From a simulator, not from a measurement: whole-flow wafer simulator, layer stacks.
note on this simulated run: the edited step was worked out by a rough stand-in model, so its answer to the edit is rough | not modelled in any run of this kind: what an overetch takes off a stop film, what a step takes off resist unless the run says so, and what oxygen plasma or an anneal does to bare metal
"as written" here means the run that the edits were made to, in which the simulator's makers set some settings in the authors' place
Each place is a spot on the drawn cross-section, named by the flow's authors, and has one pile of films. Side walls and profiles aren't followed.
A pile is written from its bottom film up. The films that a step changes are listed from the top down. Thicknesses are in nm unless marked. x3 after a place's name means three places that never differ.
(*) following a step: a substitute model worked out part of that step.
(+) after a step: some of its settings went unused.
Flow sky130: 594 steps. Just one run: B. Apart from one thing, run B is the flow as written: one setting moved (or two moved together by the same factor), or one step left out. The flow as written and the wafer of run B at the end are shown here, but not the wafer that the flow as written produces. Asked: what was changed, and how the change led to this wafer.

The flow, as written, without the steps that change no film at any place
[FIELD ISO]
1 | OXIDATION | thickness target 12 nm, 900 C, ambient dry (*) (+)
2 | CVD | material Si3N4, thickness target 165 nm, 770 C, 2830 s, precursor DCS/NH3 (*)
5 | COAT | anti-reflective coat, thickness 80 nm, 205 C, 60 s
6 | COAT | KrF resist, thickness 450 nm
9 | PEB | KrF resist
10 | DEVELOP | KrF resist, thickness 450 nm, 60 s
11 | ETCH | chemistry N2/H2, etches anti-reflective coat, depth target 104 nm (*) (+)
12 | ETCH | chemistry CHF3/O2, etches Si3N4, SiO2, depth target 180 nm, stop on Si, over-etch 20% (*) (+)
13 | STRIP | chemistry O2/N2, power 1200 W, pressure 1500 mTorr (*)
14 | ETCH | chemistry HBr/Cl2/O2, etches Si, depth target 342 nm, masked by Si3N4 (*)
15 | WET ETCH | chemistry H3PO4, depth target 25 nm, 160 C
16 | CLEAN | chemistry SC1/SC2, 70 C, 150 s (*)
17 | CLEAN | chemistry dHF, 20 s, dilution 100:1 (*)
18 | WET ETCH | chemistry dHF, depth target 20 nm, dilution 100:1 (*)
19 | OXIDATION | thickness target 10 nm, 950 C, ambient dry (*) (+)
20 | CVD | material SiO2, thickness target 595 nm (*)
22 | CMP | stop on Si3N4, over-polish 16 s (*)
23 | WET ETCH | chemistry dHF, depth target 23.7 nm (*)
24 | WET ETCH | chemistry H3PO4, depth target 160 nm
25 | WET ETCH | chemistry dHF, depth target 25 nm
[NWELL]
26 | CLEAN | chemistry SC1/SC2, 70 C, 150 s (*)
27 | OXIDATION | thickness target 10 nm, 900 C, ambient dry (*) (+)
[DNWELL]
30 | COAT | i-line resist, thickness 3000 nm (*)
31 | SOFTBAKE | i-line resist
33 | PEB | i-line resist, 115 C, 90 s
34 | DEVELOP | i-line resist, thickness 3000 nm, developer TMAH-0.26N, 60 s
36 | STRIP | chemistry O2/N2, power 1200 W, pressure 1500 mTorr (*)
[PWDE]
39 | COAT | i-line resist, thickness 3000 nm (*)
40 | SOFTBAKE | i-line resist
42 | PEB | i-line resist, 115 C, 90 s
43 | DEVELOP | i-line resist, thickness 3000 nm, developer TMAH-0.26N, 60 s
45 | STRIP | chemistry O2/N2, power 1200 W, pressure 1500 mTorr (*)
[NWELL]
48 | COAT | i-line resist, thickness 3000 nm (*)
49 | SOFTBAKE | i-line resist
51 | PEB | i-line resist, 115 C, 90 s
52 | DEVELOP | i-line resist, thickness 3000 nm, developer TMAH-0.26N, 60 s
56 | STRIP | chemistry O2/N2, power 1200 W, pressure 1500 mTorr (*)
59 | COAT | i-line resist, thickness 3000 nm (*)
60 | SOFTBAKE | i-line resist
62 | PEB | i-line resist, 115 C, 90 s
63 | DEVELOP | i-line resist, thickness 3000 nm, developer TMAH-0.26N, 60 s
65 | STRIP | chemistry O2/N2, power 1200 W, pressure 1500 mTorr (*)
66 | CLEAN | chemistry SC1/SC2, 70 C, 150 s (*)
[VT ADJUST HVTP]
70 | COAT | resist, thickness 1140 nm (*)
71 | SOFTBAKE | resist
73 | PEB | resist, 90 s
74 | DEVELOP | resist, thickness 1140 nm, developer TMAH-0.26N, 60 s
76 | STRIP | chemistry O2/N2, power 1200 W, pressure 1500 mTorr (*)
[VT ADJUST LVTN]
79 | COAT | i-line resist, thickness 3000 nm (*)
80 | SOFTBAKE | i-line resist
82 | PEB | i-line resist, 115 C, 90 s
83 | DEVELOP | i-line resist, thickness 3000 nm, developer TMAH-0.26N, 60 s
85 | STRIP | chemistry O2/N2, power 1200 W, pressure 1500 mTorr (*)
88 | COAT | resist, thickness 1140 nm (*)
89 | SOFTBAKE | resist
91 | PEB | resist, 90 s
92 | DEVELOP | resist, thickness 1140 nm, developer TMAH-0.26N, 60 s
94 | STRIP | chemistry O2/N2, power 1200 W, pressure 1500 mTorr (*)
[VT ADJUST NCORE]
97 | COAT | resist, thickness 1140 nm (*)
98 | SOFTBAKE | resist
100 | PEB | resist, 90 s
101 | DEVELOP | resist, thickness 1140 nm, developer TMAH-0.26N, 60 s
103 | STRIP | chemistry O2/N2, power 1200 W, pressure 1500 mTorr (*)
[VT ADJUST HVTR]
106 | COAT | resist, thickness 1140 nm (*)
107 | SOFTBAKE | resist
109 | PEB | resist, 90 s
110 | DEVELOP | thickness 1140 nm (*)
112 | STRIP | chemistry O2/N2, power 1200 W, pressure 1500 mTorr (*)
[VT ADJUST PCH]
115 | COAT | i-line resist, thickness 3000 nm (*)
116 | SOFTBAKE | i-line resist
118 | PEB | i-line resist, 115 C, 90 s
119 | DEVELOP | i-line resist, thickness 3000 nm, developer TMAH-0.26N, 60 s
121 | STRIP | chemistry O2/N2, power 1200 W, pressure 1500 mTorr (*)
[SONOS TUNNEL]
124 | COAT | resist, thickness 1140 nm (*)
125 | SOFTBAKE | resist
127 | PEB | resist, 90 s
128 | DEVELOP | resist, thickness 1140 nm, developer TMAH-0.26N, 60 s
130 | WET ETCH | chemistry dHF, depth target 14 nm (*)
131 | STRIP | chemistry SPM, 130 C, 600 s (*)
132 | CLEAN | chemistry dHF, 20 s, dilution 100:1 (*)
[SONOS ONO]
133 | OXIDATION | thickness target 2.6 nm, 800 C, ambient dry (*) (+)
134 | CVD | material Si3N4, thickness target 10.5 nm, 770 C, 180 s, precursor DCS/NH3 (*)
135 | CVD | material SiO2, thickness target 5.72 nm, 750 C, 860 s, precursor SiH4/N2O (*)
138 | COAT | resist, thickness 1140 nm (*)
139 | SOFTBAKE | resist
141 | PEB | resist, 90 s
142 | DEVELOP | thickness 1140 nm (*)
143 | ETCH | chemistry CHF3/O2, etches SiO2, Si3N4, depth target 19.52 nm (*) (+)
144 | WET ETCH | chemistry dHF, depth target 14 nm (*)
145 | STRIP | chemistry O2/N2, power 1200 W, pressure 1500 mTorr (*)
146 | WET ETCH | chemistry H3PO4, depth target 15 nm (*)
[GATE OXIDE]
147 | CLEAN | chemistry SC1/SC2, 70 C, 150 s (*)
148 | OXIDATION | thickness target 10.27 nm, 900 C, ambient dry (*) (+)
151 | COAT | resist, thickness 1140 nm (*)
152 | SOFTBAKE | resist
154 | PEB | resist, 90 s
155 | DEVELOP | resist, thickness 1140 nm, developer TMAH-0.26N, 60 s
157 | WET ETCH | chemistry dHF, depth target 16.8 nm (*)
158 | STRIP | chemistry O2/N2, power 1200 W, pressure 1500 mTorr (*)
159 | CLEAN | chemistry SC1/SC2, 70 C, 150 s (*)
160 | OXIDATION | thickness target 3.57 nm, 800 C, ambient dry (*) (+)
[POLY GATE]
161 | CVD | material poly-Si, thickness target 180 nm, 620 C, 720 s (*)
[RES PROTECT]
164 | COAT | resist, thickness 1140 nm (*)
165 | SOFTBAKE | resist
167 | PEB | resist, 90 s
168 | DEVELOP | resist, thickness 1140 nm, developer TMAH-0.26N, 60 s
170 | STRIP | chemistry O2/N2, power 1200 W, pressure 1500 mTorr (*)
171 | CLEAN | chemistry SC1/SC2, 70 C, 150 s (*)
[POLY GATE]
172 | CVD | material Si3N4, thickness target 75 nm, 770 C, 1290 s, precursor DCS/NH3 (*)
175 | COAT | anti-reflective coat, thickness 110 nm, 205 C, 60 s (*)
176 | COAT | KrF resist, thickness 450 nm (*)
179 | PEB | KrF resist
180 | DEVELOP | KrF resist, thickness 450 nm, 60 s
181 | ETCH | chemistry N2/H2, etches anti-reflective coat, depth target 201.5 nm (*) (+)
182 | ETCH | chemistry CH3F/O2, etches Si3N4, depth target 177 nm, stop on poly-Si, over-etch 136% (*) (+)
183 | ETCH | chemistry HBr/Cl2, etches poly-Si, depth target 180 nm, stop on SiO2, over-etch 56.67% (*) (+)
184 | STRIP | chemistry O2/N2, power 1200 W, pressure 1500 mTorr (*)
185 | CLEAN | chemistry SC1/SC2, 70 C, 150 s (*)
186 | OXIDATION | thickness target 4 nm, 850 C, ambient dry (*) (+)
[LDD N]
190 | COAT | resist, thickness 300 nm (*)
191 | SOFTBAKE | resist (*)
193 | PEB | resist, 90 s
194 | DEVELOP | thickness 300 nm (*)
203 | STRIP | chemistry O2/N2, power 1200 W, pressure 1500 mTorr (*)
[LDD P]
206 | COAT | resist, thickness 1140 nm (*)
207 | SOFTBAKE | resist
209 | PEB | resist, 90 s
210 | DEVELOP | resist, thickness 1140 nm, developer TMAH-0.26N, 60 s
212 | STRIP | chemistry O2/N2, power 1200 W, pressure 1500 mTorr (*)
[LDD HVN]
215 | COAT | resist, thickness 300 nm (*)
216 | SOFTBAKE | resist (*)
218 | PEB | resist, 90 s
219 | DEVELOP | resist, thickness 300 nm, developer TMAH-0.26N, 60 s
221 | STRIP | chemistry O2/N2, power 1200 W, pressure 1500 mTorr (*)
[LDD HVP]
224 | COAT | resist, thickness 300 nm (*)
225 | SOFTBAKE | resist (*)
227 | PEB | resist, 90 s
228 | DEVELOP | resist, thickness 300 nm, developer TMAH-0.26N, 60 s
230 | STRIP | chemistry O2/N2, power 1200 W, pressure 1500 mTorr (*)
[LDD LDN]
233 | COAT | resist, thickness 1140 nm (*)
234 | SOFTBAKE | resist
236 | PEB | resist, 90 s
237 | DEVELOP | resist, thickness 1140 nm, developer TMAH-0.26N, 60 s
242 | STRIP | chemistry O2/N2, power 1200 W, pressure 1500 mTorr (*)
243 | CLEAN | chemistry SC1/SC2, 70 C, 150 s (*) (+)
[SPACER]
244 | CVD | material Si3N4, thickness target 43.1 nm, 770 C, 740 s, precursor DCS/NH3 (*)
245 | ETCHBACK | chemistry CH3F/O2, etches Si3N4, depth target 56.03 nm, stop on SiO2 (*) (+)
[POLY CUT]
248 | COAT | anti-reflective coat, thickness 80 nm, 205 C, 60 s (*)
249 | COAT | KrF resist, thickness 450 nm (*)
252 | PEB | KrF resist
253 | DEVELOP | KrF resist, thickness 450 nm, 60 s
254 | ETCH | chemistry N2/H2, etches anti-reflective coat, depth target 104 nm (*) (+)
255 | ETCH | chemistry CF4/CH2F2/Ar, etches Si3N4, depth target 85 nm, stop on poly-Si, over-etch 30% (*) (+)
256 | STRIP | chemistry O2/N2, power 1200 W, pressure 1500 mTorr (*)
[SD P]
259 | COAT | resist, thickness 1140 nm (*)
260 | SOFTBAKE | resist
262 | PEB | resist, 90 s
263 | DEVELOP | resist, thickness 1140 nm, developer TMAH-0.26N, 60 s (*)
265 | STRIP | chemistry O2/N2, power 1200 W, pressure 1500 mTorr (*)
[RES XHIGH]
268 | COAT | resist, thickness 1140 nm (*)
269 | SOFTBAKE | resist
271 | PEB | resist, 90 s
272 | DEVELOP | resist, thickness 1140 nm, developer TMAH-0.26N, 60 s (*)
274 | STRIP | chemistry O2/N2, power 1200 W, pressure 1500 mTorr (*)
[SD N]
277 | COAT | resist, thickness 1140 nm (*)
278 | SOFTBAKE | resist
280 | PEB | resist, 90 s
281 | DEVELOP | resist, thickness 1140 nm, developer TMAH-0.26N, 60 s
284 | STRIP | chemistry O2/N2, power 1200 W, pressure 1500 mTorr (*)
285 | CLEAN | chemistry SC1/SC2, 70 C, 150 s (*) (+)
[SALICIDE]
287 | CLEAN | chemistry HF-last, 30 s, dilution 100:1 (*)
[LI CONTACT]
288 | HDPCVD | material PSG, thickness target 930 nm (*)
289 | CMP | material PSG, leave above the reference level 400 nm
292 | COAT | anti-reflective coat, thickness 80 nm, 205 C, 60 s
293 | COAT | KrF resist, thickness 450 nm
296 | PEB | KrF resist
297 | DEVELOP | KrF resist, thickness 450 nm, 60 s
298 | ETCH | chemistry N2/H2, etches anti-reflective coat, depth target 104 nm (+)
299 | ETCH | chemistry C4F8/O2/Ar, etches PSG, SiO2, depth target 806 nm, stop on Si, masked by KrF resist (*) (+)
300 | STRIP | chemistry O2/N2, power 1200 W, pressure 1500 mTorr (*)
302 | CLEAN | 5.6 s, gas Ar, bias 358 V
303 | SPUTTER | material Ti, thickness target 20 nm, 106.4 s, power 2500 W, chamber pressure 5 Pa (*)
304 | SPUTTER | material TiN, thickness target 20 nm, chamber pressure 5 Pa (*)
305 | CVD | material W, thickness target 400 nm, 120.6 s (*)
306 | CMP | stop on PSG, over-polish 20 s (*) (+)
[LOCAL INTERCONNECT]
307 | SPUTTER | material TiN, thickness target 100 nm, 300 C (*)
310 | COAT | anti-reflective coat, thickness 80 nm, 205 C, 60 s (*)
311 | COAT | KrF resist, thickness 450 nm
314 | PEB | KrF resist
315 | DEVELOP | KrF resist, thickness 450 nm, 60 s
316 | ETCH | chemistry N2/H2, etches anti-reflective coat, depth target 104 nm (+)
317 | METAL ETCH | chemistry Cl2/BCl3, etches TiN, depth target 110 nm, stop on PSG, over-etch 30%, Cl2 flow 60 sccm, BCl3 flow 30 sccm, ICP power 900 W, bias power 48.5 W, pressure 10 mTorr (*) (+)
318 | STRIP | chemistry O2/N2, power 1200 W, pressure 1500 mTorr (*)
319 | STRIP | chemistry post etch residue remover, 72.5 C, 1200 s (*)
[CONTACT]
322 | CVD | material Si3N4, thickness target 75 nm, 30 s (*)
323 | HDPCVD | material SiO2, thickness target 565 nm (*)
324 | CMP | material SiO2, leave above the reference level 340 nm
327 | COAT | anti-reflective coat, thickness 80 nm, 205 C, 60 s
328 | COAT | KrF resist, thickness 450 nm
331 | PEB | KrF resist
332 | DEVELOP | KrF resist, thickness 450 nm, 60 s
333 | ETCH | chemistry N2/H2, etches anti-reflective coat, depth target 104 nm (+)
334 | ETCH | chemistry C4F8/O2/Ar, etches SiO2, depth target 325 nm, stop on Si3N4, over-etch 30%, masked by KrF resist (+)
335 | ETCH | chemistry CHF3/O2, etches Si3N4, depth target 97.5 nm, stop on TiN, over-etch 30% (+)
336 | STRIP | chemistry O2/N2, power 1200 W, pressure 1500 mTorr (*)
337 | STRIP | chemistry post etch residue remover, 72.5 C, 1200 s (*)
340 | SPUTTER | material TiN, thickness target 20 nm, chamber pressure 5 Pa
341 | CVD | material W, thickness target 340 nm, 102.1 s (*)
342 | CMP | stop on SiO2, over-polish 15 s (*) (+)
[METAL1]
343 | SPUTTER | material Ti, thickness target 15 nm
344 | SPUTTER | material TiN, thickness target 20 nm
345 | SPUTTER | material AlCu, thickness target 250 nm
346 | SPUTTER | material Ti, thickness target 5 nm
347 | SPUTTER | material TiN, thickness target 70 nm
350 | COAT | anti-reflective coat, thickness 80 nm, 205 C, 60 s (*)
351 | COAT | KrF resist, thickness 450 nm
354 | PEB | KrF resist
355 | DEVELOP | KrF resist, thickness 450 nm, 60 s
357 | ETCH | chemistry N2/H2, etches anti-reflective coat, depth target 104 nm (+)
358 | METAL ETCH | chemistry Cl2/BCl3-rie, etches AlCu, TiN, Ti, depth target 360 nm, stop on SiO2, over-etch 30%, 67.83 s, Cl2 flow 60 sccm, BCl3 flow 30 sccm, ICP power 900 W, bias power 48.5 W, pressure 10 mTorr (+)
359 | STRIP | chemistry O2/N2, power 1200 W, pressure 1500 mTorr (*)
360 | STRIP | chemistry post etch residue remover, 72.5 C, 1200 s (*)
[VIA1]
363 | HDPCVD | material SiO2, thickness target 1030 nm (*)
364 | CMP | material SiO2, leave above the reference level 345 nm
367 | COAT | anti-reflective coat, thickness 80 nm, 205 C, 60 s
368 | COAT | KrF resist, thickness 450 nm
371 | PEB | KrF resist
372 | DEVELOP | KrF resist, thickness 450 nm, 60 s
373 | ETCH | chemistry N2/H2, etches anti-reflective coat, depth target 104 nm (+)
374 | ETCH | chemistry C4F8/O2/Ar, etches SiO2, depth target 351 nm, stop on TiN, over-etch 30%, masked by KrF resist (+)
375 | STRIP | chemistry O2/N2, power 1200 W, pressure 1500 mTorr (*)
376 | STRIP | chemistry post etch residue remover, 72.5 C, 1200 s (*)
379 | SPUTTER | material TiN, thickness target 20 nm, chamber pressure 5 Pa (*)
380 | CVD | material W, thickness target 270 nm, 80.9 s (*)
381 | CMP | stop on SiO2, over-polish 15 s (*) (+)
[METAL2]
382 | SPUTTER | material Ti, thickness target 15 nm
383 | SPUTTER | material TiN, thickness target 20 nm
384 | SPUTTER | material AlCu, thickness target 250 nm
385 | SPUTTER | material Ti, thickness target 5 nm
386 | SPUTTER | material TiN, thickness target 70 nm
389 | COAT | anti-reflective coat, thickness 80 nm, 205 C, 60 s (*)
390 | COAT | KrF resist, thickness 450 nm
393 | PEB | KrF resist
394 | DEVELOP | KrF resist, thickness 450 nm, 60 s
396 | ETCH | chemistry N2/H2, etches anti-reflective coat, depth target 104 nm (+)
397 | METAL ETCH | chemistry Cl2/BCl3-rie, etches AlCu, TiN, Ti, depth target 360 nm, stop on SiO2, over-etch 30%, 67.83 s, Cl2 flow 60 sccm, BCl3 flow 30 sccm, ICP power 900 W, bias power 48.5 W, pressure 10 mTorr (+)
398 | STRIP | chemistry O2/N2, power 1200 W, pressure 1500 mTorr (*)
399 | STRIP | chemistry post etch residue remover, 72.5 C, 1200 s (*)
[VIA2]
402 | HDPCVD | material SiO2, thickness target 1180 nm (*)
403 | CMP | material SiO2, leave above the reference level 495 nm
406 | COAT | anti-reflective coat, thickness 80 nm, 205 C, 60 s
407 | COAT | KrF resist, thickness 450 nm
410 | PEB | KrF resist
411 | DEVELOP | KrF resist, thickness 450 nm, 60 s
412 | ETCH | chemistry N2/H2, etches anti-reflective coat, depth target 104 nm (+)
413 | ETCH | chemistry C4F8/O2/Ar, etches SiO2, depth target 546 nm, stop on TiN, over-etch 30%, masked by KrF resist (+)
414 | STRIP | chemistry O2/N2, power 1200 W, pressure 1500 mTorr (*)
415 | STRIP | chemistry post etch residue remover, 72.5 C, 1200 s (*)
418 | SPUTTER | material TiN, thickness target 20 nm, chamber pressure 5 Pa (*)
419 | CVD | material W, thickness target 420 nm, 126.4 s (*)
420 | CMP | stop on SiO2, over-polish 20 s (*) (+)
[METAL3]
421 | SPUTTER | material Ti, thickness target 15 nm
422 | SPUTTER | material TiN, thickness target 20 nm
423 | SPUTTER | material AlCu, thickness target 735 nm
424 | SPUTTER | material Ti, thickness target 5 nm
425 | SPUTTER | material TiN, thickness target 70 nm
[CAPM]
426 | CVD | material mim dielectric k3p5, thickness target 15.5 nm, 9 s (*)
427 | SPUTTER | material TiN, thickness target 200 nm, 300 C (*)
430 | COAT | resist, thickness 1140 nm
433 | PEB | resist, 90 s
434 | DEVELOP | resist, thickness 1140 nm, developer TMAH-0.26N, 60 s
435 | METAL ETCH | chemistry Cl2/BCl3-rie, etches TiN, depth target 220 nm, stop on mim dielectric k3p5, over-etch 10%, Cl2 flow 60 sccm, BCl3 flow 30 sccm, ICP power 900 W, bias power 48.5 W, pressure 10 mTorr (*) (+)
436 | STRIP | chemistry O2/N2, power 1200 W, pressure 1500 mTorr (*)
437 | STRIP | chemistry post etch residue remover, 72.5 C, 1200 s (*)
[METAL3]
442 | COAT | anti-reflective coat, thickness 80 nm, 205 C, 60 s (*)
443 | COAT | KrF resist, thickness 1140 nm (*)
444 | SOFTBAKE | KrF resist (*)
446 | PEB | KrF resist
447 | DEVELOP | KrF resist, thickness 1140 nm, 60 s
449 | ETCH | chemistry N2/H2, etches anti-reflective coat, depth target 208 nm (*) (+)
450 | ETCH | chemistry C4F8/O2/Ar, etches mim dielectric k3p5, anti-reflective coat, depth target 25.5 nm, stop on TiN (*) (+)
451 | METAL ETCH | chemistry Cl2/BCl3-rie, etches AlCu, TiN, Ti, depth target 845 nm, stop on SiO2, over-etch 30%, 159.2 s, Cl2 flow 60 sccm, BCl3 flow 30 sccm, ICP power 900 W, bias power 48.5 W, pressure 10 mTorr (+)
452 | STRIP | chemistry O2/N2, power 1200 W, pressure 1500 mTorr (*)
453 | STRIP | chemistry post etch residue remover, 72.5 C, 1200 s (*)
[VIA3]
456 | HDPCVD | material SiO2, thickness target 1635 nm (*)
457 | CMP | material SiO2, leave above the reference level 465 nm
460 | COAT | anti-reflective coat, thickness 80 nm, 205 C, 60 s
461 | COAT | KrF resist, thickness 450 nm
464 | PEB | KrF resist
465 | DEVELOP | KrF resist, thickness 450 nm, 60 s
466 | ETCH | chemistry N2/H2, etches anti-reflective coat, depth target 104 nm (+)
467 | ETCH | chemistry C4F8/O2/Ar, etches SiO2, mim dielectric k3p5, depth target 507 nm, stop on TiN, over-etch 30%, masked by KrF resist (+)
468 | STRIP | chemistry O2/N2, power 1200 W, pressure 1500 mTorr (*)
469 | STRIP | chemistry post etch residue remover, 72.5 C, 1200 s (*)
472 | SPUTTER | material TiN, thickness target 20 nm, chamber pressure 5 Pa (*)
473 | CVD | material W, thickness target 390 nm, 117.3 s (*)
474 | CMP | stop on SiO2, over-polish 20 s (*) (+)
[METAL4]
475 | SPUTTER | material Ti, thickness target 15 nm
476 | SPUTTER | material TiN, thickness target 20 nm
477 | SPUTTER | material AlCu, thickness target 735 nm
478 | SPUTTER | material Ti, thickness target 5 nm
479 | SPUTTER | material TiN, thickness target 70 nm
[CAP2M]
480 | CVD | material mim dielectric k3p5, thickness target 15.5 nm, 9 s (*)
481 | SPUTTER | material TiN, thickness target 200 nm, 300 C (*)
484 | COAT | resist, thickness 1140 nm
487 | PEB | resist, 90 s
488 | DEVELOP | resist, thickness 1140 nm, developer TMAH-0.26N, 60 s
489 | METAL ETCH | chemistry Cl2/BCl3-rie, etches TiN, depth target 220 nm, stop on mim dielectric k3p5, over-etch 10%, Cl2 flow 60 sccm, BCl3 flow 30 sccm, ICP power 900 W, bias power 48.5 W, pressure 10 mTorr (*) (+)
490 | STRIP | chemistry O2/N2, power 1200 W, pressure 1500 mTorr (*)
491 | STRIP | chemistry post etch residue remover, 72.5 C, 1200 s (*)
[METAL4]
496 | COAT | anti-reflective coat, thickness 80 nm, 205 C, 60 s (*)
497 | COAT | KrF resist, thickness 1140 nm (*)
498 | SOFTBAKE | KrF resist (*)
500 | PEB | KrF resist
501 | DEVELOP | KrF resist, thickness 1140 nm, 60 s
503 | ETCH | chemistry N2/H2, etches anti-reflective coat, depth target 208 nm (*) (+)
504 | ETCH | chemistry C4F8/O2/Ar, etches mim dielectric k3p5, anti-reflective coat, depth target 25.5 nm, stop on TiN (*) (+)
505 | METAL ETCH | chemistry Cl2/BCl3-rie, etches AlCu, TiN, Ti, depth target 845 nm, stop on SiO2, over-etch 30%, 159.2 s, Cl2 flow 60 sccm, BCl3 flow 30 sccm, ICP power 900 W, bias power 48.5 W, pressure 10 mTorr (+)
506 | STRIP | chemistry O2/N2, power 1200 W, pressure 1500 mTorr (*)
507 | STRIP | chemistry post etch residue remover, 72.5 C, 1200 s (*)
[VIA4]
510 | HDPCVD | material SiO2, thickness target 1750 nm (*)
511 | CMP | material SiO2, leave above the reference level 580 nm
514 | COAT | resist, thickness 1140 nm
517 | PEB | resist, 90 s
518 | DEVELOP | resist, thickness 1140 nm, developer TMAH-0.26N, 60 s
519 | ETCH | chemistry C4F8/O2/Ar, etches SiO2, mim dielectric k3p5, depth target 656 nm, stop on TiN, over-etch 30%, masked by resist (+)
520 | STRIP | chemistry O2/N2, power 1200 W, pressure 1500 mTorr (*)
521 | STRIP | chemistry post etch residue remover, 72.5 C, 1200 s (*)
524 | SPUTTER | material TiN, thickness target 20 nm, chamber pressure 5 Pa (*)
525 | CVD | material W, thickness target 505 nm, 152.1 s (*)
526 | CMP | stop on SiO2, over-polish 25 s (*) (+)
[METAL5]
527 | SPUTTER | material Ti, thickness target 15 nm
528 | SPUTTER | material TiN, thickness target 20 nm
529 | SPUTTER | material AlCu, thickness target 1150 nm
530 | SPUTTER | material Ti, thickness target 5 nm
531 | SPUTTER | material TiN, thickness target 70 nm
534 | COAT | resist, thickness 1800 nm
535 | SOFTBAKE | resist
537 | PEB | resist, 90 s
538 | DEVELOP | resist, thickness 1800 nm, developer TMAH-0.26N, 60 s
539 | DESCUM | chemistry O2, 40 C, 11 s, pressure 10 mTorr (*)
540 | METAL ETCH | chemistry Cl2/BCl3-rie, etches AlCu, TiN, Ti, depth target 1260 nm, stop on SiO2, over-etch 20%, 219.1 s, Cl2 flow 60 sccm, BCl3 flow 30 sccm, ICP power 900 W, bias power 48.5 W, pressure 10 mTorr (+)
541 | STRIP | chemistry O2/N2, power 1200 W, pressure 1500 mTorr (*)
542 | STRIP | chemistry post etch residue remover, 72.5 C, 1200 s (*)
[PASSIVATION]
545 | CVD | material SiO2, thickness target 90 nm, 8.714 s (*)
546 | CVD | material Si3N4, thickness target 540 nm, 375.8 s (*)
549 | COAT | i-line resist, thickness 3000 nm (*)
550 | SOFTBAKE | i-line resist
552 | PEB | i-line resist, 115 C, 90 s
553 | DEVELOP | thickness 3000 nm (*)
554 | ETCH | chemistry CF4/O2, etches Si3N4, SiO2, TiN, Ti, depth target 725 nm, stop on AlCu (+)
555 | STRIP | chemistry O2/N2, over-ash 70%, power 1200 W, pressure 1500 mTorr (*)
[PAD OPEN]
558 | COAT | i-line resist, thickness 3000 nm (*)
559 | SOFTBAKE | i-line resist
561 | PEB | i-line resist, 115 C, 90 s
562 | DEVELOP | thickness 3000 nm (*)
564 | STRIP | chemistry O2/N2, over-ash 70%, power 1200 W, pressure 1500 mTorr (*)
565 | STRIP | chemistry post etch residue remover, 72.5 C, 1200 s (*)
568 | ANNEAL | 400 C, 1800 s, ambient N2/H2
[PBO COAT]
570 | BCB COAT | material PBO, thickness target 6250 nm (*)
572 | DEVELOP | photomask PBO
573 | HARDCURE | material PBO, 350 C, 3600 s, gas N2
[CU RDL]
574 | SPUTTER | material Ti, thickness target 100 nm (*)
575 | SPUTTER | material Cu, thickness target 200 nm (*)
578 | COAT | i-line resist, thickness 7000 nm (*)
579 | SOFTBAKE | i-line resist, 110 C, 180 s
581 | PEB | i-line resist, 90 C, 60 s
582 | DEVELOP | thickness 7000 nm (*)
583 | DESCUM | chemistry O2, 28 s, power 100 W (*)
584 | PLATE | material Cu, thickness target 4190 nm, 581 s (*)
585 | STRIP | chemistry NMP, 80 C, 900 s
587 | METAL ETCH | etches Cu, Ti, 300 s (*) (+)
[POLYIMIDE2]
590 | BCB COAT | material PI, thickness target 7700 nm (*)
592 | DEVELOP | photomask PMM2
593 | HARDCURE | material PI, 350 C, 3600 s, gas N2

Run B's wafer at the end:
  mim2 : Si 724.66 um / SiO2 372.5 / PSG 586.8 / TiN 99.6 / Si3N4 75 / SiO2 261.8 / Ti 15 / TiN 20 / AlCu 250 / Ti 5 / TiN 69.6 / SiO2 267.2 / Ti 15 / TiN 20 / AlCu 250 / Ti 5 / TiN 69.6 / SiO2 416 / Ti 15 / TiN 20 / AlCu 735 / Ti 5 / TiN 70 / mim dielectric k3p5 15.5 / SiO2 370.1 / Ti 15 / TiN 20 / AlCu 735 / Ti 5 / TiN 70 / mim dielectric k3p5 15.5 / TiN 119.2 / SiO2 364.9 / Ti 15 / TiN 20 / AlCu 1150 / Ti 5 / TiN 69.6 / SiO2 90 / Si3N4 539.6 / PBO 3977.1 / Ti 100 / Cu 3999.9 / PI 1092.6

The reason: step 481, SPUTTER: thickness target 120 nm was run, whereas the flow has thickness target 200 nm.

Step by step, how the change led to this:
  481 | SPUTTER | material TiN, thickness target 200 nm, 300 C (*)
      field, active, n_well and 189 more: +120 TiN (new film) (it would be, as written: +200 TiN (new film))
  489 | METAL ETCH | chemistry Cl2/BCl3-rie, etches TiN, depth target 220 nm, stop on mim dielectric k3p5, over-etch 10%, Cl2 flow 60 sccm, BCl3 flow 30 sccm, ICP power 900 W, bias power 48.5 W, pressure 10 mTorr (*) (+)
      field, active, n_well and 188 more: -120 TiN (all of it) (it would be, as written: -200 TiN (all of it))
      mim2: -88 resist (it would be, as written: -146.7 resist)
  490 | STRIP | chemistry O2/N2, power 1200 W, pressure 1500 mTorr (*)
      mim2: -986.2 resist (all of it) (it would be, as written: -927.6 resist (all of it))
  496 | COAT | anti-reflective coat, thickness 80 nm, 205 C, 60 s (*)
      iso_guard__w2: +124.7 anti-reflective coat (new film) (it would be, as written: +175.7 anti-reflective coat (new film))
      mim2: +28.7 anti-reflective coat (new film) (it would be, as written: +38 anti-reflective coat (new film))
  497 | COAT | KrF resist, thickness 1140 nm (*)
      iso_guard__w2: +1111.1 KrF resist (new film) (it would be, as written: +1076.8 KrF resist (new film))
      mim2: +1089.8 KrF resist (new film) (it would be, as written: +1021 KrF resist (new film))
  506 | STRIP | chemistry O2/N2, power 1200 W, pressure 1500 mTorr (*)
      iso_guard__w2: -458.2 KrF resist (all of it), -124.7 anti-reflective coat (all of it) (it would be, as written: -424.2 KrF resist (all of it), -175.7 anti-reflective coat (all of it))
      mim2: -437 KrF resist (all of it), -28.7 anti-reflective coat (all of it) (it would be, as written: -368.7 KrF resist (all of it), -38 anti-reflective coat (all of it))
  511 | CMP | material SiO2, leave above the reference level 580 nm
      mim2: -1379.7 SiO2 (it would be, as written: -1459.7 SiO2)
